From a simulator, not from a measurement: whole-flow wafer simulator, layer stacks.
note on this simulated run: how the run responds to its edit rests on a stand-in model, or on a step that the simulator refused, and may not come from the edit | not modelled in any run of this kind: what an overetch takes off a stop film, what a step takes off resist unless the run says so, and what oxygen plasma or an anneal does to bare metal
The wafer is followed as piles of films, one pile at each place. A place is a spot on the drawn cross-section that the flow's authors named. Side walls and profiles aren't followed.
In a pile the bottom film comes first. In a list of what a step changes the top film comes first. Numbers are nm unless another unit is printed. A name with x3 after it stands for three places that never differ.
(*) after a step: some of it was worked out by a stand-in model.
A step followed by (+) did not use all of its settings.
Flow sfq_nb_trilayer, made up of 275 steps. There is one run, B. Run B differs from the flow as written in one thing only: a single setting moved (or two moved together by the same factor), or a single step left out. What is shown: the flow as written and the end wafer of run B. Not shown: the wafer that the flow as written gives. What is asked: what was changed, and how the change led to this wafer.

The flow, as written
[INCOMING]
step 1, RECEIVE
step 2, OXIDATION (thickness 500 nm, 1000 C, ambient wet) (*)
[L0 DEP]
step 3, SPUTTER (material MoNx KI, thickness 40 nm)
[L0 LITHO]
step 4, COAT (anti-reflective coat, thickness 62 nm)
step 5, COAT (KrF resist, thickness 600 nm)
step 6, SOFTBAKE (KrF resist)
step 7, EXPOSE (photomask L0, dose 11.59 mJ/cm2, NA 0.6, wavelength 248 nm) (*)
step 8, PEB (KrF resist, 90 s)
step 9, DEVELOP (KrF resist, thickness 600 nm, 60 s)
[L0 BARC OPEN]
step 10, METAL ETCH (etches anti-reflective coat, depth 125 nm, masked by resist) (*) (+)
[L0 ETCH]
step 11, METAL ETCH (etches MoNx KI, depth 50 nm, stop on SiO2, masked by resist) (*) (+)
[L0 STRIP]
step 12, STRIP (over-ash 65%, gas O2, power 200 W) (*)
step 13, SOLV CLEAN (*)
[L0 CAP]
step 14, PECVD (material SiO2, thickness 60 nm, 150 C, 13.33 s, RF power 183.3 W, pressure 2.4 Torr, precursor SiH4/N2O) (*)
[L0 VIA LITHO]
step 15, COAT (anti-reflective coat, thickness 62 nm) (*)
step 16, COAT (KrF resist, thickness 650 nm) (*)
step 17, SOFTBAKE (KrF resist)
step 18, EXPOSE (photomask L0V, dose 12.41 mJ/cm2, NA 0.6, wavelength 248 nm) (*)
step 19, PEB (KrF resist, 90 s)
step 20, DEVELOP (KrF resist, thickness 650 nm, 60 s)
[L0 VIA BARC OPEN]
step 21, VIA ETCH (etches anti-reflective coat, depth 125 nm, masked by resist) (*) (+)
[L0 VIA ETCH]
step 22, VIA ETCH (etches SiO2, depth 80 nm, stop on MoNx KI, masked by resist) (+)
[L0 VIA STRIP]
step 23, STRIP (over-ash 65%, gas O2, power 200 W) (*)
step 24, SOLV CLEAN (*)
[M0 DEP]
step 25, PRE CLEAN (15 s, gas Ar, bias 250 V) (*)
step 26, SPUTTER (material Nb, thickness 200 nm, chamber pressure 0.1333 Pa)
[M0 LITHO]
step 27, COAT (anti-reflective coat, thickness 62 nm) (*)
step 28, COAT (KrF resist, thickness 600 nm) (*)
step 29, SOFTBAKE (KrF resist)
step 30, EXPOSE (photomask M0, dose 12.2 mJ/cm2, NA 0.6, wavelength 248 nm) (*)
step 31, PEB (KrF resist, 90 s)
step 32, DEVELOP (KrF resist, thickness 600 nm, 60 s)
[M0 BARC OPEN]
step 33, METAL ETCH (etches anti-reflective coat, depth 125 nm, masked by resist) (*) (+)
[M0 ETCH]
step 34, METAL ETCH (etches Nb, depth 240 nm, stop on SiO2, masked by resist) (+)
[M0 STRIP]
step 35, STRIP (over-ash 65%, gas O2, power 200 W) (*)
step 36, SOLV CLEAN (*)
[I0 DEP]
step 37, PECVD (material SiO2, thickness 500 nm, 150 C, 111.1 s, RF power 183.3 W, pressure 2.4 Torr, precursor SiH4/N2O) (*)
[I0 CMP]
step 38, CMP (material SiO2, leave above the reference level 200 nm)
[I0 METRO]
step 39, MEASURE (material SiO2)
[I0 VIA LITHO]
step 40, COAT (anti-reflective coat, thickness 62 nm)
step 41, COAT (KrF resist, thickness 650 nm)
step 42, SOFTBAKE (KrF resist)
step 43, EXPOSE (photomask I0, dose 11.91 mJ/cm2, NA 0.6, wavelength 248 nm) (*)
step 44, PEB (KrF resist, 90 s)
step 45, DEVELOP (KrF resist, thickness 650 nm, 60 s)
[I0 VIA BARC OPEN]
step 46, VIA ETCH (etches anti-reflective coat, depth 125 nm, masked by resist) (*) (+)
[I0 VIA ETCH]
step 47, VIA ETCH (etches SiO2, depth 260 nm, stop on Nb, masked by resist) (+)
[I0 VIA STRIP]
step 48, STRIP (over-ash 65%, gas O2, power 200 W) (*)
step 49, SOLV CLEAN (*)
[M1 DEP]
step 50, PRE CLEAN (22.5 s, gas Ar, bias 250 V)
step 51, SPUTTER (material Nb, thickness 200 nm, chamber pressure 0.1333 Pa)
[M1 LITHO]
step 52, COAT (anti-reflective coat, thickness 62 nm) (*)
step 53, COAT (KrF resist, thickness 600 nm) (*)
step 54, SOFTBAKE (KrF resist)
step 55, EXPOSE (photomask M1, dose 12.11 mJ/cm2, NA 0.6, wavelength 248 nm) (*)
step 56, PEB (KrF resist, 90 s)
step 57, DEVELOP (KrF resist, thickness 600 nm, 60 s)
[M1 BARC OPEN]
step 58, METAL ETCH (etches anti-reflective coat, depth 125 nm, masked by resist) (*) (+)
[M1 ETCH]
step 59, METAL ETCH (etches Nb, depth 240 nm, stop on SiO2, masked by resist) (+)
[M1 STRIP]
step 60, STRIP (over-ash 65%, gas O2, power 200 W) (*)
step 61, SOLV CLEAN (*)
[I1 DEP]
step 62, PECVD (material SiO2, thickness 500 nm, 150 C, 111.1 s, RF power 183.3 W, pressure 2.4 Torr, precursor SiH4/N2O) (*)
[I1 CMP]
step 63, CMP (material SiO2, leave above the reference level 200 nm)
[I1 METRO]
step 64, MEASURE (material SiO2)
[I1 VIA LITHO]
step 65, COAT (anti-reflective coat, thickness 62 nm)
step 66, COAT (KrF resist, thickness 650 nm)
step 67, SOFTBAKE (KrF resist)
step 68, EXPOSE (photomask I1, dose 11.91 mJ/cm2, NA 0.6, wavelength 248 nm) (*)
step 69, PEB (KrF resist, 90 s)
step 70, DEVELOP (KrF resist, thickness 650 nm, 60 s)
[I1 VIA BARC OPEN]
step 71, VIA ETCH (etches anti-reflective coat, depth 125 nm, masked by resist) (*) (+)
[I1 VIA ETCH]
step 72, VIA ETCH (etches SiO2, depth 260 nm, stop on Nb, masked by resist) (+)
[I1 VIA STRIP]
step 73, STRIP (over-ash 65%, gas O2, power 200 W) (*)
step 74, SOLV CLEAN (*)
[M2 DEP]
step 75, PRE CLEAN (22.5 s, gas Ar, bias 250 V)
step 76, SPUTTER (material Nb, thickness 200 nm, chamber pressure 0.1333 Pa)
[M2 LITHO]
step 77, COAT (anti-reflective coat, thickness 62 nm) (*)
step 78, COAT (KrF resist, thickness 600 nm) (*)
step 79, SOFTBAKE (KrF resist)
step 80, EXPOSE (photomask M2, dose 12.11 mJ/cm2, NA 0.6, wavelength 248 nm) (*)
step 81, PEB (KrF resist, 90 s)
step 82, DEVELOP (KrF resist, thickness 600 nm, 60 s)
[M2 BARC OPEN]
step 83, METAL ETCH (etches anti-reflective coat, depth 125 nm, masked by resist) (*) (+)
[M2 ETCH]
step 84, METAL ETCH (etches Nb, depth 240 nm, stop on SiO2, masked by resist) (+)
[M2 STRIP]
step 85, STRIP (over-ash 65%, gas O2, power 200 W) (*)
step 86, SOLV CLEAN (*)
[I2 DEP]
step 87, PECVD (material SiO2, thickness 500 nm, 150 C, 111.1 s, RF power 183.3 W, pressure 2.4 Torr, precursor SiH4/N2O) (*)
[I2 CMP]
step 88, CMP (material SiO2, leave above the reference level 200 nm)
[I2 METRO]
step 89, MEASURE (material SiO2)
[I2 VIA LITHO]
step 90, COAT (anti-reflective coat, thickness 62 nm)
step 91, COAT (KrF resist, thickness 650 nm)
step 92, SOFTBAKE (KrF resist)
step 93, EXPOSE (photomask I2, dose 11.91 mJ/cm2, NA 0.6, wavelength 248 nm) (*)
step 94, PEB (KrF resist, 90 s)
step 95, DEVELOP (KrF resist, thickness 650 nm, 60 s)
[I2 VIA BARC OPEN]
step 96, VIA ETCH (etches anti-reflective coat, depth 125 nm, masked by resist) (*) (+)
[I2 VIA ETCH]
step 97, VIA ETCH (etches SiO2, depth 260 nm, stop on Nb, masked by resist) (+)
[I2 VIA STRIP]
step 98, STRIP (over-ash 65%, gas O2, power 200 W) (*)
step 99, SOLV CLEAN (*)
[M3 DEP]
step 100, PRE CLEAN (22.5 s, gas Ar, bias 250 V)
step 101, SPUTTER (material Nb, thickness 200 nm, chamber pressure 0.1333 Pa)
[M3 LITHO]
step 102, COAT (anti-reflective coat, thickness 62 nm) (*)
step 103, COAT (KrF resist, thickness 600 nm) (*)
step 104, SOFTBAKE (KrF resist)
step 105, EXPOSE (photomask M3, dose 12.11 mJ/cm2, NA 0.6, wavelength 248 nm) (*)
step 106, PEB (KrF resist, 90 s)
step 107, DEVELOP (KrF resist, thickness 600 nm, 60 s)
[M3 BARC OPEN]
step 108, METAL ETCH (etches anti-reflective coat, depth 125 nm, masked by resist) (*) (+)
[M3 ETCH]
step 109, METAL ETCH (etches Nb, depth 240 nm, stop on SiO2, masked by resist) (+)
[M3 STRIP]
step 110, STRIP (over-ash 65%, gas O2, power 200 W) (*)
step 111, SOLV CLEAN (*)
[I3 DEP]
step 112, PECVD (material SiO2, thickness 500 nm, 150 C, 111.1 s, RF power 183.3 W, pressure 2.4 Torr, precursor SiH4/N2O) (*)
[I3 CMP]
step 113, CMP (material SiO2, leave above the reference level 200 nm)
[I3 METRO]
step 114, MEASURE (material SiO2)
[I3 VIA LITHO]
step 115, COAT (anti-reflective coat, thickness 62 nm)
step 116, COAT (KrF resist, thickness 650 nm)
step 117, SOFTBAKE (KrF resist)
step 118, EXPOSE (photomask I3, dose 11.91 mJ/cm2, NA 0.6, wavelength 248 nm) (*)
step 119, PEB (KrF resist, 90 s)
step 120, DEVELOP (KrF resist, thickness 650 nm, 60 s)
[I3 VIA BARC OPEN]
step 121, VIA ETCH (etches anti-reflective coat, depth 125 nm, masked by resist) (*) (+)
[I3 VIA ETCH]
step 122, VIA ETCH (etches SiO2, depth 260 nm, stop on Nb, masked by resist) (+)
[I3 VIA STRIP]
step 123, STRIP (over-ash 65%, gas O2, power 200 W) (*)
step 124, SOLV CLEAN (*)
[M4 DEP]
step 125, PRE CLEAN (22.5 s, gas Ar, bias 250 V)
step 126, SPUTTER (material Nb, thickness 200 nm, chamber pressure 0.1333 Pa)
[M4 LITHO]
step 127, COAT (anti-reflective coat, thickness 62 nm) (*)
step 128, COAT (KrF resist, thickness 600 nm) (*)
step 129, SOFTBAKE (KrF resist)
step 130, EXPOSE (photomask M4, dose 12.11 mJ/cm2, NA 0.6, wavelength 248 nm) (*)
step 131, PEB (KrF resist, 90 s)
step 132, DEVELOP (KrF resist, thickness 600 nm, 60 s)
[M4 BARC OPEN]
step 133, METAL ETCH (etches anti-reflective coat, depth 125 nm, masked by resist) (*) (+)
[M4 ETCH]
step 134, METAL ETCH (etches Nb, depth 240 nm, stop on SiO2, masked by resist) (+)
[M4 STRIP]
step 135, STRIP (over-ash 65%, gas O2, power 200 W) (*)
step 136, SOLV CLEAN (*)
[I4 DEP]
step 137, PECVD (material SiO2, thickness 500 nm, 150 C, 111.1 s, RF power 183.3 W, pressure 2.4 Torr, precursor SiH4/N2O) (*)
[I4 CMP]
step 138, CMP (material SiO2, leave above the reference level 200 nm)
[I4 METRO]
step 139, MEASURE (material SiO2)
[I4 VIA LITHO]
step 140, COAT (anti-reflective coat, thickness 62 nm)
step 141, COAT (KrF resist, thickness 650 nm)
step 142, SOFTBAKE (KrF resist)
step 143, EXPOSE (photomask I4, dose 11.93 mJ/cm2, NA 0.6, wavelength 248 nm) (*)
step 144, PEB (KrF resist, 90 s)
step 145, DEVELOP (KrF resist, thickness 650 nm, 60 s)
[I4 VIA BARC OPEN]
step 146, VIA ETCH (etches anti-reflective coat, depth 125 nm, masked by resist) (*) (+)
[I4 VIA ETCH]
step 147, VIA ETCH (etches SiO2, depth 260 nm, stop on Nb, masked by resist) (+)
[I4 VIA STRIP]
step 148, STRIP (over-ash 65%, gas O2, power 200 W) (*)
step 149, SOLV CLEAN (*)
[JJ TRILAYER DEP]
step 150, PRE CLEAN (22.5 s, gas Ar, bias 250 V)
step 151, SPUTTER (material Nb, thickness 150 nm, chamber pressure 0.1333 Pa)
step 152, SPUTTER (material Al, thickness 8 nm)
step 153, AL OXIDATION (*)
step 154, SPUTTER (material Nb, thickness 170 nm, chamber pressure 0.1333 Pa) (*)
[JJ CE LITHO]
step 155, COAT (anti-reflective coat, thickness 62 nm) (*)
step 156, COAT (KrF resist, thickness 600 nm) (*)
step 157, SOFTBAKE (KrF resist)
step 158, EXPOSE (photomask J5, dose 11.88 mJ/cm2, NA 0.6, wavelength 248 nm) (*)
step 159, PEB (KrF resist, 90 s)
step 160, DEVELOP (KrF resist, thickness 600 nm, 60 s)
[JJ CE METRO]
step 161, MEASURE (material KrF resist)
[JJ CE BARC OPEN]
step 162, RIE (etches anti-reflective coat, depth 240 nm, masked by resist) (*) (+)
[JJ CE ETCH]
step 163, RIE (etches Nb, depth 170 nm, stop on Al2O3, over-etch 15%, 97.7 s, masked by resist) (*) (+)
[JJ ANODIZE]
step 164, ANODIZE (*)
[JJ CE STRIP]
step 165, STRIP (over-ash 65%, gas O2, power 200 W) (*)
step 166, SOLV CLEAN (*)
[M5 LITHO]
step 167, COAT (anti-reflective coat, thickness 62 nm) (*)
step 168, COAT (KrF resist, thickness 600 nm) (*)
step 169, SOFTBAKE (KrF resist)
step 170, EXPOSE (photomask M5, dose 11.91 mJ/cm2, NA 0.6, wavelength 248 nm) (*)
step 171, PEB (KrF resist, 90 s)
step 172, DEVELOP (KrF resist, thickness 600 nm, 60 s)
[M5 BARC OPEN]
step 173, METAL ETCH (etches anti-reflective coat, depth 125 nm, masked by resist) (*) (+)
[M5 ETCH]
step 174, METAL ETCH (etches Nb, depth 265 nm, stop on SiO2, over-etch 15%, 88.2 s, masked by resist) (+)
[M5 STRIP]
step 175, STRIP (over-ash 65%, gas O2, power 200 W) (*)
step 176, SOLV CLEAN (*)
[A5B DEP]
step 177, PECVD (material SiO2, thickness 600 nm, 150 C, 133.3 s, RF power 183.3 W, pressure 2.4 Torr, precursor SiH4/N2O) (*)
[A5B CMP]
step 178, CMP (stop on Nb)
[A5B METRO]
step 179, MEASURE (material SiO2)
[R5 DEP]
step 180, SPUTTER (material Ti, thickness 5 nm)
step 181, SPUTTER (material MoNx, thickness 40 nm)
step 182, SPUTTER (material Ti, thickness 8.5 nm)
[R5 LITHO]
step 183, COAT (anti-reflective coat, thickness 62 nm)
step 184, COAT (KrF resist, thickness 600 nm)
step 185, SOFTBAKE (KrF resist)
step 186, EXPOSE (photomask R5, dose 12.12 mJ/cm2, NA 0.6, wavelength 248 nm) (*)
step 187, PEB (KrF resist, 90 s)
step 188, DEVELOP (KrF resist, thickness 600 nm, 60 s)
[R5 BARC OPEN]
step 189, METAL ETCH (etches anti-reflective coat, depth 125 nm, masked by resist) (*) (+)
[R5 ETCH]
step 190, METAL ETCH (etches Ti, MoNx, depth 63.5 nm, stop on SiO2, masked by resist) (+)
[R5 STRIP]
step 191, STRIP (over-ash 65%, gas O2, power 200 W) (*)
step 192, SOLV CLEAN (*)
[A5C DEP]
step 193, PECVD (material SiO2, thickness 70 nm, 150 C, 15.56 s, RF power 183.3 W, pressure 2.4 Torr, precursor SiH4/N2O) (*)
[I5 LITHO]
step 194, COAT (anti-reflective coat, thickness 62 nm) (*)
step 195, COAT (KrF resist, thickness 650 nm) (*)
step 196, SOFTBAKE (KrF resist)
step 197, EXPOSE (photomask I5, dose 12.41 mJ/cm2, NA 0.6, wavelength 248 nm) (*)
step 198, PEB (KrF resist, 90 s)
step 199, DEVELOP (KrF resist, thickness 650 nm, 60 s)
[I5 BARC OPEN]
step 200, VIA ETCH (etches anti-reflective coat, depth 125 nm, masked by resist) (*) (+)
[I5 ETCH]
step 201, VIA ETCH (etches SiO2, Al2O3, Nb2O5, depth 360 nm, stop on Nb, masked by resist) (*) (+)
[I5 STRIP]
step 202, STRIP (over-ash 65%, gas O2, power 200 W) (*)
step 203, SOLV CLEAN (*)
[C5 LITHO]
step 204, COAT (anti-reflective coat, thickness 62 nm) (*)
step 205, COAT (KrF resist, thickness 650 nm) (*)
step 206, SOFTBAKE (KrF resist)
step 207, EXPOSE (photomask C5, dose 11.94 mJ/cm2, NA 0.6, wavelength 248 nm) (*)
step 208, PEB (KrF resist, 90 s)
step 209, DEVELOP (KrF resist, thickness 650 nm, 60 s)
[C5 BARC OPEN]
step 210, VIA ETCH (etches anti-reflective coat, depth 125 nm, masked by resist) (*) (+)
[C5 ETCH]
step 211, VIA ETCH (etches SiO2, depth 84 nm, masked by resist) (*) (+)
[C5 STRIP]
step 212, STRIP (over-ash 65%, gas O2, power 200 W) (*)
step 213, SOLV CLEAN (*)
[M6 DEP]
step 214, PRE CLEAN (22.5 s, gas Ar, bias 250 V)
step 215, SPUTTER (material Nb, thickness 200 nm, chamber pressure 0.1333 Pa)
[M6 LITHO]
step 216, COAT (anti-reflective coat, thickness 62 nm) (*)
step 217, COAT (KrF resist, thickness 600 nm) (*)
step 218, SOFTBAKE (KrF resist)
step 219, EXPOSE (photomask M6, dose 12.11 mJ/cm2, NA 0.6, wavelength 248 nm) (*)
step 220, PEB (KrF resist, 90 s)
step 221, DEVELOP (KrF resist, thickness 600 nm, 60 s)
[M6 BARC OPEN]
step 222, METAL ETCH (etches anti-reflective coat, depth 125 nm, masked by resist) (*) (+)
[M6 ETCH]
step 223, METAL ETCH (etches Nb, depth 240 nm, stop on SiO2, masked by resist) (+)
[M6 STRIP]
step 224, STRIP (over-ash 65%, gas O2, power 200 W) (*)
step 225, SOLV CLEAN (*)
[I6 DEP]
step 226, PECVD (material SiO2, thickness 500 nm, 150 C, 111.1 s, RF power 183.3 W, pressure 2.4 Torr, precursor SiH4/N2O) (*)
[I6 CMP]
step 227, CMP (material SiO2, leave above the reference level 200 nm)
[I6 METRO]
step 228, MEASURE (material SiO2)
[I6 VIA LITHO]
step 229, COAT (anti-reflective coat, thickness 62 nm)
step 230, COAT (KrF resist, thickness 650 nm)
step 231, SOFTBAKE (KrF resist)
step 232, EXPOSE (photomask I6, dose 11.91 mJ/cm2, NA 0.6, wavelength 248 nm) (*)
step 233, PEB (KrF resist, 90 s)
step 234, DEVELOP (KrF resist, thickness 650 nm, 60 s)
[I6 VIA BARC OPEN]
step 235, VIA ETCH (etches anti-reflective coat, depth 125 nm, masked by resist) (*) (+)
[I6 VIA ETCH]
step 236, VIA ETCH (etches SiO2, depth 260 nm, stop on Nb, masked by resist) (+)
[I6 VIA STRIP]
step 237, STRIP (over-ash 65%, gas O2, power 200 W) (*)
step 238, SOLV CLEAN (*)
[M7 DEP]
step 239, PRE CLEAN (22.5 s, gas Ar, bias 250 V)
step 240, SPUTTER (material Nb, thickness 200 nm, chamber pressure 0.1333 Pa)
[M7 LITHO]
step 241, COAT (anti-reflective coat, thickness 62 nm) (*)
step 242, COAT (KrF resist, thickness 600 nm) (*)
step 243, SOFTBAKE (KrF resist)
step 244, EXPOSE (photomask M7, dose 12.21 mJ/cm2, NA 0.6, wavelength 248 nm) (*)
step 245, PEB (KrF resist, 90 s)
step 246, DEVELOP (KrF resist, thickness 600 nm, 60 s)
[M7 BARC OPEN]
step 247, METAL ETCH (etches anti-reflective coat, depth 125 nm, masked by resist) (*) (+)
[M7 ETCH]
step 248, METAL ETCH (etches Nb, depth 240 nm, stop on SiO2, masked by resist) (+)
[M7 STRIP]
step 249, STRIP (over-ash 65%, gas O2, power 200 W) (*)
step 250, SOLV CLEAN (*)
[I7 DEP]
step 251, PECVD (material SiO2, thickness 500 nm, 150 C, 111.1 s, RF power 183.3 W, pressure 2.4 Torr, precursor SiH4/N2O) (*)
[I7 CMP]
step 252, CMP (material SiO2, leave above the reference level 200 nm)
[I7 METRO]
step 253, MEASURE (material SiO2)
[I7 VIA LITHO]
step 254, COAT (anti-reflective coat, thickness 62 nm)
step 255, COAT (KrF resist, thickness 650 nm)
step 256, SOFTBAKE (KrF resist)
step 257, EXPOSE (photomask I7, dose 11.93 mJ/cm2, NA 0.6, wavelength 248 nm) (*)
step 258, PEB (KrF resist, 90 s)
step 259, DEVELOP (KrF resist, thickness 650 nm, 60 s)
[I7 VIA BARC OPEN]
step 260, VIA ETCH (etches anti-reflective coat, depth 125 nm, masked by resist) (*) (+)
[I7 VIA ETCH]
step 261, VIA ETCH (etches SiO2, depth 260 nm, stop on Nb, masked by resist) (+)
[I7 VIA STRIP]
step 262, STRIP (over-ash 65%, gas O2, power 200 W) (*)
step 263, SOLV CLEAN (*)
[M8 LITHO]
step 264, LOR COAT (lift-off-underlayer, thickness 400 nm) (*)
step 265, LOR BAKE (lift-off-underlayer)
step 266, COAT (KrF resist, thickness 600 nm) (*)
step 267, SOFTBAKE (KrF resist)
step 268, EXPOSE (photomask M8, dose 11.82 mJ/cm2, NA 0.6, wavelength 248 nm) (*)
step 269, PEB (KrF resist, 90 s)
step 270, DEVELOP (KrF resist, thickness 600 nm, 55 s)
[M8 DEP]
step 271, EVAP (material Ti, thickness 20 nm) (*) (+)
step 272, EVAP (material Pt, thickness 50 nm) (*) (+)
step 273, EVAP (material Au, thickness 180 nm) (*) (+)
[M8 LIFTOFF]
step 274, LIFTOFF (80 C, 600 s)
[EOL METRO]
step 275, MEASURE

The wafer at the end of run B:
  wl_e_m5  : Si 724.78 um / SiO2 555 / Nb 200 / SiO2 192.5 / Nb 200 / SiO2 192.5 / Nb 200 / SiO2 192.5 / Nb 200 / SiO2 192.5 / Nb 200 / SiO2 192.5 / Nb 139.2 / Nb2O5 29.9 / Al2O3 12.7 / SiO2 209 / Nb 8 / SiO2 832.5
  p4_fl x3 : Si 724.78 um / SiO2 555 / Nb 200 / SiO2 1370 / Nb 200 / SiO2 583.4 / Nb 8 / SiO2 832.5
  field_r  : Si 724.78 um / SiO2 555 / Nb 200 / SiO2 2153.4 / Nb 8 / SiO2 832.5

The reason: step 215, SPUTTER: thickness 248 nm was run, while the flow as written has thickness 200 nm.

Step by step, how the change led to this:
  step 215, SPUTTER (material Nb, thickness 200 nm, chamber pressure 0.1333 Pa)
      field_l, v_sur, via_wl and 100 more: +248 Nb (new film) (it would be, as written: +200 Nb (new film))
      be: +182.1 Nb (it would be, as written: +147.3 Nb)
      (and at 2 other places as well)
  step 216, COAT (anti-reflective coat, thickness 62 nm) (*)
      be: +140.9 anti-reflective coat (new film) (it would be, as written: +136.7 anti-reflective coat (new film))
  step 223, METAL ETCH (etches Nb, depth 240 nm, stop on SiO2, masked by resist) (+)
      field_l, gap, moat and 76 more: -240 Nb (it would be, as written: -200 Nb (all of it))
  step 224, STRIP (over-ash 65%, gas O2, power 200 W) (*)
      be: -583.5 KrF resist (all of it), -140.9 anti-reflective coat (all of it) (it would be, as written: -575.8 KrF resist (all of it), -136.7 anti-reflective coat (all of it))
  step 226, PECVD (material SiO2, thickness 500 nm, 150 C, 111.1 s, RF power 183.3 W, pressure 2.4 Torr, precursor SiH4/N2O) (*)
      field_l, p4_fl x3, p4_w1 x9 and 52 more: +500 SiO2 (new film) (it would be, as written: +500 SiO2)
      moat, field_r, lsp_l, ln_m5, lsp_m: +492.3 SiO2 (new film) (it would be, as written: +493.6 SiO2)
      (and at 10 other places as well)
  step 227, CMP (material SiO2, leave above the reference level 200 nm)
      field_l, p4_fl x3, p4_w1 x9 and 49 more: -60 SiO2 (it would be, as written: -100 SiO2)
      moat, field_r, lsp_l, ln_m5, lsp_m: -52.3 SiO2 (it would be, as written: -93.6 SiO2)
      (and at 9 other places as well)
If metal films that touch count as one body, wl_e_m5 has 7 bodies (between them, from the top down: SiO2 209 / Al2O3 12.7 / Nb2O5 29.9; SiO2 192.5; SiO2 192.5; SiO2 192.5; SiO2 192.5; SiO2 192.5); the flow as written gives 6 bodies (between them, from the top down: SiO2 192.5; SiO2 192.5; SiO2 192.5; SiO2 192.5; SiO2 192.5).
If metal films that touch count as one body, p4_fl x3 has 3 bodies (between them, from the top down: SiO2 583.4; SiO2 1370); the flow as written gives 2 bodies (between them, from the top down: SiO2 1370).
If metal films that touch count as one body, field_r has 2 bodies (between them, from the top down: SiO2 2153.4); the flow as written gives 1 body.
